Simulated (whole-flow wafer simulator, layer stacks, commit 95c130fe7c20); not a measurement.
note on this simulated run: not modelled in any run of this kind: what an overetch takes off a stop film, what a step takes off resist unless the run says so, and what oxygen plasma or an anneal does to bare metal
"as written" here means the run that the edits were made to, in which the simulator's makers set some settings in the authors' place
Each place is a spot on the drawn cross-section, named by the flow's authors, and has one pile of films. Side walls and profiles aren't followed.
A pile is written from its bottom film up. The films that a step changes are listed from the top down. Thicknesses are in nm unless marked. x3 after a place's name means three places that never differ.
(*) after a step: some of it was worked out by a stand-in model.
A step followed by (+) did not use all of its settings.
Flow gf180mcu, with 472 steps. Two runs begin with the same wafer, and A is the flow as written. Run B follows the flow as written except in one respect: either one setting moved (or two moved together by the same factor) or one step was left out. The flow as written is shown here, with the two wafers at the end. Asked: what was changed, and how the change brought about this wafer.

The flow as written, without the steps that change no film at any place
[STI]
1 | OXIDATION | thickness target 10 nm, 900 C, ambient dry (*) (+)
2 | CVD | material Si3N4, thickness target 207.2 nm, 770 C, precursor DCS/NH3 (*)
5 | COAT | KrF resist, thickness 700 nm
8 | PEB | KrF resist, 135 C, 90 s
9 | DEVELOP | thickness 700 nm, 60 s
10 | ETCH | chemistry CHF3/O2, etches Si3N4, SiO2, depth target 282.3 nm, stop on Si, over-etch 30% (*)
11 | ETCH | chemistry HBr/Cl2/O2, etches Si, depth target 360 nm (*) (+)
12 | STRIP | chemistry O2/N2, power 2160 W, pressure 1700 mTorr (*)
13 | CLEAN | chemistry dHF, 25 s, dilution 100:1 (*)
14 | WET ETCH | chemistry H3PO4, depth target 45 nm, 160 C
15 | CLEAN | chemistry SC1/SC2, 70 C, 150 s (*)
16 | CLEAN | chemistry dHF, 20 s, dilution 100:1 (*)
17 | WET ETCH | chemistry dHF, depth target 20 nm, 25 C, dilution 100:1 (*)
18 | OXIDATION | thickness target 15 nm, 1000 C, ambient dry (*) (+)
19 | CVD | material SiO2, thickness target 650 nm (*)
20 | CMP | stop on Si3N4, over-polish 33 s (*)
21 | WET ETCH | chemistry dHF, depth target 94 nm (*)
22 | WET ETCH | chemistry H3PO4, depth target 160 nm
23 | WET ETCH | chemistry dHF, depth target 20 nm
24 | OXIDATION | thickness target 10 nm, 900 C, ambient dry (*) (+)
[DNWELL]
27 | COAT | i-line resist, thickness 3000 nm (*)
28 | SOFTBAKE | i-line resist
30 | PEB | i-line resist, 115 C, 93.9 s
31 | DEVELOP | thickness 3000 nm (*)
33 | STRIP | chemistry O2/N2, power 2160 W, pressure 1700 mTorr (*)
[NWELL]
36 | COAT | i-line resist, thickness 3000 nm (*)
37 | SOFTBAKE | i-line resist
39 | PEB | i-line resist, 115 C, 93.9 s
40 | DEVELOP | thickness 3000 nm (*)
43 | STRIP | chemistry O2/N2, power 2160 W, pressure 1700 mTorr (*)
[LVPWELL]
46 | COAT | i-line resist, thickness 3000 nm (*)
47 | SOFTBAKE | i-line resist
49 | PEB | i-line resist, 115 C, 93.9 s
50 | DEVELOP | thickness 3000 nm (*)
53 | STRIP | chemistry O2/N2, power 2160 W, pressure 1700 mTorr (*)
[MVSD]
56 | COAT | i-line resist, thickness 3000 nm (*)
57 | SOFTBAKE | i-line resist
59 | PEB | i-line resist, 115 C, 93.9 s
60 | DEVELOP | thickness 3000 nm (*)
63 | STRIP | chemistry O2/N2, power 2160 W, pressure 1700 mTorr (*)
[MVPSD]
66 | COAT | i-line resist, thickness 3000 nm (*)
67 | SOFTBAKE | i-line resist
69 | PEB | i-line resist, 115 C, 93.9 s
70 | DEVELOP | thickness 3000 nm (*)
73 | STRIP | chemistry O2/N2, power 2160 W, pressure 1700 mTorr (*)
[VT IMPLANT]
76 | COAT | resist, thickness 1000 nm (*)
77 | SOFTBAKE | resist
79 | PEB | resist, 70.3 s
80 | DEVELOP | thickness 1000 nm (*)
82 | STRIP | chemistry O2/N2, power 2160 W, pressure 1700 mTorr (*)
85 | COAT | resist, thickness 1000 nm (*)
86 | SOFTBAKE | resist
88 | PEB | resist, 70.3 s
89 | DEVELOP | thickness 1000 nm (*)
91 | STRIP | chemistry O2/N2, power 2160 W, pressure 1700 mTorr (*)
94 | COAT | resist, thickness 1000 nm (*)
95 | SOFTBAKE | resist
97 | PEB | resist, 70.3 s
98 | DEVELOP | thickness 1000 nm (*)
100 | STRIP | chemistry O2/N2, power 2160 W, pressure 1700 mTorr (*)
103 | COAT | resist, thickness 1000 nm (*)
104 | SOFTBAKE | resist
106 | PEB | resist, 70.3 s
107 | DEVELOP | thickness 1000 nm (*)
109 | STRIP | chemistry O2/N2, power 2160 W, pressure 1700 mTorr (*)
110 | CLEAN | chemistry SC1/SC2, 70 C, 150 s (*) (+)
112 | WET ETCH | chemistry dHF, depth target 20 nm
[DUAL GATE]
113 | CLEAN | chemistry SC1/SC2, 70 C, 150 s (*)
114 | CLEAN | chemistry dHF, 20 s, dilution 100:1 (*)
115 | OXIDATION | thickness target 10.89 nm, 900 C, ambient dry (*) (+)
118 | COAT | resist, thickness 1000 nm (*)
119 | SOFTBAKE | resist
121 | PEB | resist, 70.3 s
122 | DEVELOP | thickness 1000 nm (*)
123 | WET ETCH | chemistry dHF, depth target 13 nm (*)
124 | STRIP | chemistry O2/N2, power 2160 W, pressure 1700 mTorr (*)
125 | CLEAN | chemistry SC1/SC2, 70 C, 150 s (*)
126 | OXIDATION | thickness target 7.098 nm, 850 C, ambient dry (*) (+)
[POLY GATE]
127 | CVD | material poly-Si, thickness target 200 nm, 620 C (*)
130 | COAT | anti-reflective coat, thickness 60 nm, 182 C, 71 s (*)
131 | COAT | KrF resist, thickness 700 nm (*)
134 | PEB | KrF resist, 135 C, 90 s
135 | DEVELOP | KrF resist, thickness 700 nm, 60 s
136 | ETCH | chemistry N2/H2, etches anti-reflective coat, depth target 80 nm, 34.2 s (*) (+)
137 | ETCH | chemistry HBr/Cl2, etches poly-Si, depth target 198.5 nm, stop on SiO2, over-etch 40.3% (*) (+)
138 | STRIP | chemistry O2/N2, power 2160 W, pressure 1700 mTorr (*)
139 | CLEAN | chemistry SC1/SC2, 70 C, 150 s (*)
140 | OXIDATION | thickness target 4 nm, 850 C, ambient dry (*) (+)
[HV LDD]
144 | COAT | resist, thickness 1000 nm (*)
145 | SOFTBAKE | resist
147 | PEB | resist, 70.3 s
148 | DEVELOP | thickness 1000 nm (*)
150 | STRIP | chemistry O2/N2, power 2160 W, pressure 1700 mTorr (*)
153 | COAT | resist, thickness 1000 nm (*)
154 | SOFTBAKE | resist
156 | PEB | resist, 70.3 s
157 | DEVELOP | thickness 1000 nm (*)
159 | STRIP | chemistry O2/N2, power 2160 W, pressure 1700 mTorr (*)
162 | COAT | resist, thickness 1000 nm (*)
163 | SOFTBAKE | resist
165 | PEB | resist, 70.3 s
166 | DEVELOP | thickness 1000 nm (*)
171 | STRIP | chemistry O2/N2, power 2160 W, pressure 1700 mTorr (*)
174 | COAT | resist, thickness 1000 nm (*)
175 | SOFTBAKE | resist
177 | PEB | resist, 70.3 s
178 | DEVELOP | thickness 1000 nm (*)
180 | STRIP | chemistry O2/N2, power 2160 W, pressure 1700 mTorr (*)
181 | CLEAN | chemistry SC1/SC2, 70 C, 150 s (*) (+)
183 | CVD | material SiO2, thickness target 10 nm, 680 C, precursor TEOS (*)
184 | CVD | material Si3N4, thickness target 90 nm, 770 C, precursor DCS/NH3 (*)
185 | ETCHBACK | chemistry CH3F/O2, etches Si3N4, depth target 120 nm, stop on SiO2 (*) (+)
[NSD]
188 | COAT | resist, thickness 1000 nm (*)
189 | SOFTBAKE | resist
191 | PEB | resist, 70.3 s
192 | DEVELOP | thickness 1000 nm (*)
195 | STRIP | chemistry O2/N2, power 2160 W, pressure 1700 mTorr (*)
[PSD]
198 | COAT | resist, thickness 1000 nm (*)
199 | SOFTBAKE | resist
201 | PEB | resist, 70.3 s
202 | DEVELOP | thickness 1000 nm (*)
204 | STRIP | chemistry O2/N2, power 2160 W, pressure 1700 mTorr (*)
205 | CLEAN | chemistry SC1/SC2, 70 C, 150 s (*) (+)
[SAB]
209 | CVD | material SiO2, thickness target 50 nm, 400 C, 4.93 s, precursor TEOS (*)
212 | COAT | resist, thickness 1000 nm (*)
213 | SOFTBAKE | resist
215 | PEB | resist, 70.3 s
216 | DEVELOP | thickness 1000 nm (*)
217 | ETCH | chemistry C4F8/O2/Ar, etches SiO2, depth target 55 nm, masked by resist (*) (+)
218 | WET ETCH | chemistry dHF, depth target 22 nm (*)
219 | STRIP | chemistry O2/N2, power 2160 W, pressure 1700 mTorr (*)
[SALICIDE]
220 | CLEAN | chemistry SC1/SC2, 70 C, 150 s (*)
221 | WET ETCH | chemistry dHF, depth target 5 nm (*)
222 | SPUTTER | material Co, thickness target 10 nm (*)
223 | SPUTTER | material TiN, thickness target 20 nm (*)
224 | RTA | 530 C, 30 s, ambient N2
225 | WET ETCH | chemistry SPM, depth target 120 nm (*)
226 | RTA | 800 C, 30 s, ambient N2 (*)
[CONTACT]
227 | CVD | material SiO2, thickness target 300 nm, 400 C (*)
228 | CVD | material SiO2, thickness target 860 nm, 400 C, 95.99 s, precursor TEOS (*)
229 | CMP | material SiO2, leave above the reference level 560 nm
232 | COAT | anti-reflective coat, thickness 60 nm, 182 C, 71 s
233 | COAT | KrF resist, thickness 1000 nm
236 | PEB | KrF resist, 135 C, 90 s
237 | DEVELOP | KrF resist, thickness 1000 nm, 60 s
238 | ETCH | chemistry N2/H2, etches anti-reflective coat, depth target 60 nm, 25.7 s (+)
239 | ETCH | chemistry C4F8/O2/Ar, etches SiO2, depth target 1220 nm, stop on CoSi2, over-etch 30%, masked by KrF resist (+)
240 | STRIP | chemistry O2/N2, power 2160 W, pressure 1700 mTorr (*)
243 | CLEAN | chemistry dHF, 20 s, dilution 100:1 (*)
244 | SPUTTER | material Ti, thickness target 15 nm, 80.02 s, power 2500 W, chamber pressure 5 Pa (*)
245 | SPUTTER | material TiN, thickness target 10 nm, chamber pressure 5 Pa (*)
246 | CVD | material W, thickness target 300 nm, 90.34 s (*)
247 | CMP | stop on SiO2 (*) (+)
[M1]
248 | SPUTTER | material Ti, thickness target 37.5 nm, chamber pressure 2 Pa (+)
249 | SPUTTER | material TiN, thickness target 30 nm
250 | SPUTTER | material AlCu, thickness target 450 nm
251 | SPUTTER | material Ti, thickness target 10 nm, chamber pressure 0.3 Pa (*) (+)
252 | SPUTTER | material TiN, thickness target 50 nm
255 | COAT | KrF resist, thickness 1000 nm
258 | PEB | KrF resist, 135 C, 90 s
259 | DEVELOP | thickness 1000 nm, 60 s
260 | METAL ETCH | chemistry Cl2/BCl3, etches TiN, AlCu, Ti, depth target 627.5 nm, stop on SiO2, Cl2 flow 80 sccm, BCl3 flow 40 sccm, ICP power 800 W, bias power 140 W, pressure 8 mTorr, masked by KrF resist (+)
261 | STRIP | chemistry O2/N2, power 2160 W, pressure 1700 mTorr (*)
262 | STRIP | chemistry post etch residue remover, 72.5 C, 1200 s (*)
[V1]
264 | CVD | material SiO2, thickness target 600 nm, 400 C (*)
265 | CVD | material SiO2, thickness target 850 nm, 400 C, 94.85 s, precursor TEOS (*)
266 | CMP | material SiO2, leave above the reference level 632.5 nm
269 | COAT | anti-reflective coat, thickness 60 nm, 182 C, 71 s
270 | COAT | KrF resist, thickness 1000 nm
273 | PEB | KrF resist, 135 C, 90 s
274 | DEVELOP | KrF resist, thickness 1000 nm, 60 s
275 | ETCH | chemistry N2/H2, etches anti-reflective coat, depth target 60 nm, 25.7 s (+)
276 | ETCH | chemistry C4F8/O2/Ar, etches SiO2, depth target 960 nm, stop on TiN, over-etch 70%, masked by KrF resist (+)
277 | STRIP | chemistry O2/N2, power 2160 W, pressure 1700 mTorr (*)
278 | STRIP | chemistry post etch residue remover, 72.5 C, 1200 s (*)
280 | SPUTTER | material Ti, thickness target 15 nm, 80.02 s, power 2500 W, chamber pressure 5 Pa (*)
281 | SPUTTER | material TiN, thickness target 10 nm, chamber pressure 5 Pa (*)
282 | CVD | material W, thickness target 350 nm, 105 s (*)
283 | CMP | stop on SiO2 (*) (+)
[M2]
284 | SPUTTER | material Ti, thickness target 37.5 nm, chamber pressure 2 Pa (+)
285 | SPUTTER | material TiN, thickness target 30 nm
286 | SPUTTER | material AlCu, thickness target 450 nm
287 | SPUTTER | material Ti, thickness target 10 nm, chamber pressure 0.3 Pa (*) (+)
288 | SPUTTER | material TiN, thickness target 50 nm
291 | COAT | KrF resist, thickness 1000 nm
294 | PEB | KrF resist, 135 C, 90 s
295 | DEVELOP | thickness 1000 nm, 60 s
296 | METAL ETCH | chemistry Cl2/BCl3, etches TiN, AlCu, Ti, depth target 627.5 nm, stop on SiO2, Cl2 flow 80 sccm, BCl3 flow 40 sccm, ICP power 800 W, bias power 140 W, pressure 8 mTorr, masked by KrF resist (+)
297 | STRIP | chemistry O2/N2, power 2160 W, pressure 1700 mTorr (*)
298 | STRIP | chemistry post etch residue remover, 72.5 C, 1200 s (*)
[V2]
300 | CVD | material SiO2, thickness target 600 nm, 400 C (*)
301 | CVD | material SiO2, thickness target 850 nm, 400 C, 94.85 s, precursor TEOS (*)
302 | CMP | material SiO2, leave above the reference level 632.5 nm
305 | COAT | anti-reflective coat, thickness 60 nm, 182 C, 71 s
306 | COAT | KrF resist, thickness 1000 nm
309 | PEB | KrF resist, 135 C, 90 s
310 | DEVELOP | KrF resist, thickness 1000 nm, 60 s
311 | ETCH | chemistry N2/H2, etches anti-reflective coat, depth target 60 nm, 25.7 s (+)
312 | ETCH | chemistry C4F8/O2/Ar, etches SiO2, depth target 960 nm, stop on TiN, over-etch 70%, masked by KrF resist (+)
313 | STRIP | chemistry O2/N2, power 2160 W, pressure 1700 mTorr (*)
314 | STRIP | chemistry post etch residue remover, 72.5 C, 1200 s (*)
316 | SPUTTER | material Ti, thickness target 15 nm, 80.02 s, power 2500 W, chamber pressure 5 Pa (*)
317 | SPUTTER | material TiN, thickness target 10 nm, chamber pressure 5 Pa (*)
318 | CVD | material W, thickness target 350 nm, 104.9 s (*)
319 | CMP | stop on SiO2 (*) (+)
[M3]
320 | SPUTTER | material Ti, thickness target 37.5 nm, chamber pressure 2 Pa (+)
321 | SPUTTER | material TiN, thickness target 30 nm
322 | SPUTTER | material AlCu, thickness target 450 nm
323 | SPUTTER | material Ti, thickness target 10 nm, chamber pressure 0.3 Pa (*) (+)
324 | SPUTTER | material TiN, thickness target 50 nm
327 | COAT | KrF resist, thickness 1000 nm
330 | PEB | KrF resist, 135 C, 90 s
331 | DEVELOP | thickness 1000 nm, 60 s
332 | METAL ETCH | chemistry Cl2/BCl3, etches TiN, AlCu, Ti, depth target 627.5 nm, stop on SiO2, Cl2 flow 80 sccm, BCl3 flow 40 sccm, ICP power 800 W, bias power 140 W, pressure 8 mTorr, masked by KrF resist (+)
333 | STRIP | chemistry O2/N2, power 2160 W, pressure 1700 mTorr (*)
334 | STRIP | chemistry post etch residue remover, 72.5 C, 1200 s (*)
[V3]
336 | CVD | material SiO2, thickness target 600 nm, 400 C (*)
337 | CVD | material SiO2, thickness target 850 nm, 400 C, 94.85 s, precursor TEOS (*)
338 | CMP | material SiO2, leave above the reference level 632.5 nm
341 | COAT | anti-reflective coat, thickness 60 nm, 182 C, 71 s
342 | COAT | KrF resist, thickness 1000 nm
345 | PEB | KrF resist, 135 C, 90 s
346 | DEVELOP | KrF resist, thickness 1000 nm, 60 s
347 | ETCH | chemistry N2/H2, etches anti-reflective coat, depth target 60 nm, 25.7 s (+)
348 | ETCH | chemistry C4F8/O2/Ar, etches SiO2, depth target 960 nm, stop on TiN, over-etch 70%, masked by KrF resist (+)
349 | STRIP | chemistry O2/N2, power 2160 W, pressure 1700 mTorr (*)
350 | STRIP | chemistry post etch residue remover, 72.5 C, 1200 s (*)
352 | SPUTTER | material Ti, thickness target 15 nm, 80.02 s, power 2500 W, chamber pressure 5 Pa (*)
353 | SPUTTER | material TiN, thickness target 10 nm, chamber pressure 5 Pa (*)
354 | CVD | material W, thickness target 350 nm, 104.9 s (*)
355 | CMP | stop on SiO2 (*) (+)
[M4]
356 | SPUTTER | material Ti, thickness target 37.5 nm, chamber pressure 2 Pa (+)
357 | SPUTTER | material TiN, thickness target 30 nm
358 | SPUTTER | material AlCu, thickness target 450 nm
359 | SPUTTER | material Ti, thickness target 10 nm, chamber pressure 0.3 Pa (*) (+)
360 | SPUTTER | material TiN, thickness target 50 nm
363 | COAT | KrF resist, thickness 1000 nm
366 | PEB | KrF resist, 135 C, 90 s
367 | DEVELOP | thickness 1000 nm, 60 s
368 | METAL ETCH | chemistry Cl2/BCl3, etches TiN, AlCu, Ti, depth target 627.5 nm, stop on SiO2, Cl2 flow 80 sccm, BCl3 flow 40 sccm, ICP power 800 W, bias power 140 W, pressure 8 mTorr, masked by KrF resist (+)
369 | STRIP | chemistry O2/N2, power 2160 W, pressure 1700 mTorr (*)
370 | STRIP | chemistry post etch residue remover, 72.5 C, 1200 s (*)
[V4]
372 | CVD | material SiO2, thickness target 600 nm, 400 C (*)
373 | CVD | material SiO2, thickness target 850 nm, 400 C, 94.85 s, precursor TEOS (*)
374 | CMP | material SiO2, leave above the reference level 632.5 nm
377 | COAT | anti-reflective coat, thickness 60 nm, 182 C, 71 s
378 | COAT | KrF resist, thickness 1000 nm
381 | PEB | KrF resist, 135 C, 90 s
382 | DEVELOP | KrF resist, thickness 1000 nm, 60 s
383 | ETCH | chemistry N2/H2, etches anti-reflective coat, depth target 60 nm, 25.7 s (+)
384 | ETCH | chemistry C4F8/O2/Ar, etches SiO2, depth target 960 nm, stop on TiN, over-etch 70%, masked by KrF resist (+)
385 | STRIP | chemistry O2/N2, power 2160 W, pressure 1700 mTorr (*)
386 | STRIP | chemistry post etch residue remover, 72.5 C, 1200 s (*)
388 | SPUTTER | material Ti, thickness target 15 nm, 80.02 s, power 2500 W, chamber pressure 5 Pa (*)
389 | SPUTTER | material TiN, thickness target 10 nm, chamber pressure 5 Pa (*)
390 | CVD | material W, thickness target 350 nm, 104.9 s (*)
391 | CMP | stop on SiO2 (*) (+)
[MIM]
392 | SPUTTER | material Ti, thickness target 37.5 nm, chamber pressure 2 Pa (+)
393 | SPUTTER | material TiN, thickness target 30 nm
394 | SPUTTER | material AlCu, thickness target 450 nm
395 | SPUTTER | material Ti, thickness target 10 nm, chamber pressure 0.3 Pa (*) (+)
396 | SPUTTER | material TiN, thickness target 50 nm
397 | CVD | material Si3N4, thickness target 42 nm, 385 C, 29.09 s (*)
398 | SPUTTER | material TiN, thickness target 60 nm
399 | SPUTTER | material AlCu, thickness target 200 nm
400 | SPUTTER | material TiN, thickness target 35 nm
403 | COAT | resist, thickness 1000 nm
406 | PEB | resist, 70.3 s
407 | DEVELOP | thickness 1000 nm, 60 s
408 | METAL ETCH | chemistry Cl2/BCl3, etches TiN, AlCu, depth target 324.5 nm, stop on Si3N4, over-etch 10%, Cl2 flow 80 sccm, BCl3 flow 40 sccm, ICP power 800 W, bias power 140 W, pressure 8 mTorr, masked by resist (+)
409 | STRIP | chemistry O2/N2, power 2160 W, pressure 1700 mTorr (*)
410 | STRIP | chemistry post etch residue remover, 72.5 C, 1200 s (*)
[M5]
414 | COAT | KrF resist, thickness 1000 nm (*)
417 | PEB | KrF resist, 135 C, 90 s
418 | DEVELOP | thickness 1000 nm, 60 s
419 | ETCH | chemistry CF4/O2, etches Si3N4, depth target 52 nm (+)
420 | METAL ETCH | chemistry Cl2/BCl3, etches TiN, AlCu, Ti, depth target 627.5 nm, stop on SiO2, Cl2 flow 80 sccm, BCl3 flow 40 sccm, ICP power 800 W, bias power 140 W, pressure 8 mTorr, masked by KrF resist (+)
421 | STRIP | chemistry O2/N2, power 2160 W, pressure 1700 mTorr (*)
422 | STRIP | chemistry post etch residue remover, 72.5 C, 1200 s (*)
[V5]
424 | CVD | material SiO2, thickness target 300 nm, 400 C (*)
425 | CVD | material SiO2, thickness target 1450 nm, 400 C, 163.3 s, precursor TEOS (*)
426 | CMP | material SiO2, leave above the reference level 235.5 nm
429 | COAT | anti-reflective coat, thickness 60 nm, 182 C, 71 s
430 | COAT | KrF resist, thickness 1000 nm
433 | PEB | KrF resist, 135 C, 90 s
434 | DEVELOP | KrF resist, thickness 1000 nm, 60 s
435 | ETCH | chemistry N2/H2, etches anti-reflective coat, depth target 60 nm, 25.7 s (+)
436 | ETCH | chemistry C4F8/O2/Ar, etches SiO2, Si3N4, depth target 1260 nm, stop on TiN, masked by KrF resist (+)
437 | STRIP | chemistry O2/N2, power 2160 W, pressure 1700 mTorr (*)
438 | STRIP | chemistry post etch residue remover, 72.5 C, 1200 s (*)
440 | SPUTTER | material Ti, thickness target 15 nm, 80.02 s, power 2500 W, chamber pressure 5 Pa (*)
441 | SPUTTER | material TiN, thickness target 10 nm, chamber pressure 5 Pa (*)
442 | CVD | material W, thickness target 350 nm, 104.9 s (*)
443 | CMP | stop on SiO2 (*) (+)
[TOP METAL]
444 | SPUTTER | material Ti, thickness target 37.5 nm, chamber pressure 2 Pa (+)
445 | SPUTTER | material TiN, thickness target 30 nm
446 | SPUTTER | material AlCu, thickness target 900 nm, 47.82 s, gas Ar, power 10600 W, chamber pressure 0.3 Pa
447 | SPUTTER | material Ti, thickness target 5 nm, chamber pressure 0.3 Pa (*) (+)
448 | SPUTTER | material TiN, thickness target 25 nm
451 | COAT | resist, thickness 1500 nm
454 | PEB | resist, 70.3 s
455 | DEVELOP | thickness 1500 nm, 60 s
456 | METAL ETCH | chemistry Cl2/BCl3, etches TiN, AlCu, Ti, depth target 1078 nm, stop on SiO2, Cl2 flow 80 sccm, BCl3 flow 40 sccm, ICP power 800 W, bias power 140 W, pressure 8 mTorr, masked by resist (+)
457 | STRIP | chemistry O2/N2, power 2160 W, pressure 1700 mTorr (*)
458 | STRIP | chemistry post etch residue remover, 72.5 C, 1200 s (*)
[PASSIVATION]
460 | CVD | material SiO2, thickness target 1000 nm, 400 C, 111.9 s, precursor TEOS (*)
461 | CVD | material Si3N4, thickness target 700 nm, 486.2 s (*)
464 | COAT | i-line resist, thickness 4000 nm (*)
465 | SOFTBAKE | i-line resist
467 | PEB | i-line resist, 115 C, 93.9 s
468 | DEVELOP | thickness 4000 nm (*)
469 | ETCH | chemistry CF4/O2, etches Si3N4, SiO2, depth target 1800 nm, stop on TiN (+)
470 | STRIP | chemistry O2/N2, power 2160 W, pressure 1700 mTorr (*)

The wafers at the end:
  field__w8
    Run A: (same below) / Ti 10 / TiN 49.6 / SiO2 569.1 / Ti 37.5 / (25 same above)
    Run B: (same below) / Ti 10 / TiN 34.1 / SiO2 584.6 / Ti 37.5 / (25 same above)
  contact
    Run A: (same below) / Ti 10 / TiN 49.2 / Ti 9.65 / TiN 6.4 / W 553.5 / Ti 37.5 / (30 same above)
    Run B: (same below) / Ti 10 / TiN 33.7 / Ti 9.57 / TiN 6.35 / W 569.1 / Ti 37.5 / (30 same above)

What caused this: step 288, SPUTTER: thickness target 34.5 nm was run, while the flow as written has thickness target 50 nm.

Step by step, how the change led to this:
  288 | SPUTTER | material TiN, thickness target 50 nm
      field, field__w1, field__w2 and 108 more: A +50 TiN (new film) | B +34.5 TiN (new film)
  296 | METAL ETCH | chemistry Cl2/BCl3, etches TiN, AlCu, Ti, depth target 627.5 nm, stop on SiO2, Cl2 flow 80 sccm, BCl3 flow 40 sccm, ICP power 800 W, bias power 140 W, pressure 8 mTorr, masked by KrF resist (+)
      field, field__w1, field__w2 and 103 more: A -50 TiN (all of it), -10 Ti (all of it), -450 AlCu (all of it), -30 TiN (all of it), -37.5 Ti (all of it) | B -34.5 TiN (all of it), -10 Ti (all of it), -450 AlCu (all of it), -30 TiN (all of it), -37.5 Ti (all of it)
  312 | ETCH | chemistry C4F8/O2/Ar, etches SiO2, depth target 960 nm, stop on TiN, over-etch 70%, masked by KrF resist (+)
      contact: A -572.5 SiO2 (all of it) | B -588 SiO2 (all of it)
